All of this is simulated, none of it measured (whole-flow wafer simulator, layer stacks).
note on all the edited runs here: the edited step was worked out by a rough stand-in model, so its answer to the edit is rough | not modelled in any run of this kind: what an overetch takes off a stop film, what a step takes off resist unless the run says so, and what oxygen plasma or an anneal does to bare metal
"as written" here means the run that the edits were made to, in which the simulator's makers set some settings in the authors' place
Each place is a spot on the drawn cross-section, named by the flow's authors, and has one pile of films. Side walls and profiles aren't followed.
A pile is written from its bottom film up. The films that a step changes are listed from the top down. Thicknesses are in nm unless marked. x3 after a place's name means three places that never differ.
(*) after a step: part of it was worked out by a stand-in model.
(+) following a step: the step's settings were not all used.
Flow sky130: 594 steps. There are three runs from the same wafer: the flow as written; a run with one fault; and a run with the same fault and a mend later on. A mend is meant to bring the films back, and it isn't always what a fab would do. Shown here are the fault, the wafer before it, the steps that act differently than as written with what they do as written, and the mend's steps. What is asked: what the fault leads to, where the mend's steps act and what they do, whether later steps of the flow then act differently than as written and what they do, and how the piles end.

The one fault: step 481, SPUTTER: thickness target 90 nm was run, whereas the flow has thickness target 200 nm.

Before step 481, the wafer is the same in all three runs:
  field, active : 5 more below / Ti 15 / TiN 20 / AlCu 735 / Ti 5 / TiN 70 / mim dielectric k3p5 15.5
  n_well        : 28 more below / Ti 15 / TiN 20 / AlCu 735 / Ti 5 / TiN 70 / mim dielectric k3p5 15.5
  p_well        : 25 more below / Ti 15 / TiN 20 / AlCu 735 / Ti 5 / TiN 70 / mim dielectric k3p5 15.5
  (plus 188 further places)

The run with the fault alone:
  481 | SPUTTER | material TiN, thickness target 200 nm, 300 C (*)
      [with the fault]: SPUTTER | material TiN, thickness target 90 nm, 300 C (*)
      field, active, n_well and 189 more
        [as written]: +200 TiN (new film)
        [with the fault]: +90 TiN (new film)
  Steps later in the flow that act otherwise than as written (not shown: 4 more steps that differ only slightly, by at most 2% or 0.5 nm, whichever is larger):
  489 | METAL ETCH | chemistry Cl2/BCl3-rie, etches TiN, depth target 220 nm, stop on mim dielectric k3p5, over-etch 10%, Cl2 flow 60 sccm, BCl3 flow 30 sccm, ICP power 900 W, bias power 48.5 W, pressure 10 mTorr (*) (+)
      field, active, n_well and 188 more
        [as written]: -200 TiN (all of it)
        [with the fault]: -90 TiN (all of it)
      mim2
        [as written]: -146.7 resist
        [with the fault]: -66 resist
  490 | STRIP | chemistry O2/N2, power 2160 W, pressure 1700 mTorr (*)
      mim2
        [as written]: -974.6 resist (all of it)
        [with the fault]: -1055.3 resist (all of it)
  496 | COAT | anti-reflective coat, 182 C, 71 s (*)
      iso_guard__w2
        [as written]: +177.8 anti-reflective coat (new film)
        [with the fault]: +110.6 anti-reflective coat (new film)
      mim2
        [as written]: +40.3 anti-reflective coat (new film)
        [with the fault]: +34.2 anti-reflective coat (new film)
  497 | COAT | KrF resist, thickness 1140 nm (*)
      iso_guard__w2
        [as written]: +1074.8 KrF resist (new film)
        [with the fault]: +1120.2 KrF resist (new film)
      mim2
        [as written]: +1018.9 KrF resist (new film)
        [with the fault]: +1108.4 KrF resist (new film)
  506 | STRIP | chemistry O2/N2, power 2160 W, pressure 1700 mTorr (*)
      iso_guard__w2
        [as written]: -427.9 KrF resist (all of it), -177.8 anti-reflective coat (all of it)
        [with the fault]: -473.2 KrF resist (all of it), -110.6 anti-reflective coat (all of it)
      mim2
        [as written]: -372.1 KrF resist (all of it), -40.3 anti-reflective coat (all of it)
        [with the fault]: -461.4 KrF resist (all of it), -34.2 anti-reflective coat (all of it)
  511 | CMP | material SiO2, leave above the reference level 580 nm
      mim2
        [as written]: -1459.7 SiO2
        [with the fault]: -1349.7 SiO2
  At mim2, the piles at the end differ from the flow's by more than 2% or 0.5 nm, whichever is larger.
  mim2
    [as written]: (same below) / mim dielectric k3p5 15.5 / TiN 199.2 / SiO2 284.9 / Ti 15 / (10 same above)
    [with the fault]: (same below) / mim dielectric k3p5 15.5 / TiN 89.2 / SiO2 394.9 / Ti 15 / (10 same above)

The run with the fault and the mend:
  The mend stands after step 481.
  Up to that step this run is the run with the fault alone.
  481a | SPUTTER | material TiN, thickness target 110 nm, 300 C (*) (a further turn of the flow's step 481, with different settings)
      field, active, n_well and 189 more
        +110 TiN
  None of the later steps of the flow acts differently than as written at any place that is followed.
  At every place that both follow, the piles at the end match the flow's.
